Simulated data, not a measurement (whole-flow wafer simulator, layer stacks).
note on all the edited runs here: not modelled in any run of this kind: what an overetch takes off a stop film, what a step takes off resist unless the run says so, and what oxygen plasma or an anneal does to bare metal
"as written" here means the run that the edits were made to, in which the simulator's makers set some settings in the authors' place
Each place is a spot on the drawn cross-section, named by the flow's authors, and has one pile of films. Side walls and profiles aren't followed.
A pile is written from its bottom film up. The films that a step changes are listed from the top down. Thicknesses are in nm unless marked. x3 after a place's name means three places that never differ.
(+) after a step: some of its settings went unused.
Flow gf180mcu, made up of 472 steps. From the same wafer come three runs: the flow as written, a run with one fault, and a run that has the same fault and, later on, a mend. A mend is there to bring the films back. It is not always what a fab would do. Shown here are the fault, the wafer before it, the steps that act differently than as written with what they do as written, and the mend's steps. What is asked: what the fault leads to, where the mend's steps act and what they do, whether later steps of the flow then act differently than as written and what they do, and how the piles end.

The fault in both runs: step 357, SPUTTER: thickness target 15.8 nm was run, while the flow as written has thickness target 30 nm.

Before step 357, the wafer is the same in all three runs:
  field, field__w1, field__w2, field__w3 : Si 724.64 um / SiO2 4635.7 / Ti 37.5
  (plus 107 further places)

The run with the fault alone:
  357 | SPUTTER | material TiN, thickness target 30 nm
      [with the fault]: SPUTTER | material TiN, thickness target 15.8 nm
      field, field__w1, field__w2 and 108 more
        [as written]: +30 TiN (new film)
        [with the fault]: +15.8 TiN (new film)
  Steps further on in the flow that do not act as written:
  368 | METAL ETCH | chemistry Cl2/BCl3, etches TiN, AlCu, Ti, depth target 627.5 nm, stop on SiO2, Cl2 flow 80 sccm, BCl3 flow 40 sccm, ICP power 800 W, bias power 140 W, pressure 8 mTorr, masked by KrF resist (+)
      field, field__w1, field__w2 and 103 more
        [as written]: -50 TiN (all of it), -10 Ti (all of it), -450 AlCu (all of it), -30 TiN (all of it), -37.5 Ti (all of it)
        [with the fault]: -50 TiN (all of it), -10 Ti (all of it), -450 AlCu (all of it), -15.8 TiN (all of it), -37.5 Ti (all of it)
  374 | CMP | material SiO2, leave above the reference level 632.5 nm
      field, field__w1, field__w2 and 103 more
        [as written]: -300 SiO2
        [with the fault]: -314.2 SiO2
  By the end, the piles at field__w8, contact, m1, m1__w1, m1_nw depart from the flow's by more than 2% or 0.5 nm, whichever is larger.
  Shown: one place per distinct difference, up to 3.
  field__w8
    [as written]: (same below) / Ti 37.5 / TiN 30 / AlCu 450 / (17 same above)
    [with the fault]: (same below) / Ti 37.5 / TiN 15.8 / AlCu 450 / (17 same above)
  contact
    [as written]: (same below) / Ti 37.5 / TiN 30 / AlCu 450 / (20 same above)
    [with the fault]: (same below) / Ti 37.5 / TiN 15.8 / AlCu 450 / (20 same above)

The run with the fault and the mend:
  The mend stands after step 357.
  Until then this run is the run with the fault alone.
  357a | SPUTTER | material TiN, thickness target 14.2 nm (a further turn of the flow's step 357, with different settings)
      field, field__w1, field__w2 and 108 more
        +14.2 TiN
  Every later step of the flow that is run acts as written at every place that is followed.
  By the end, the piles equal the flow's at every place that both follow.
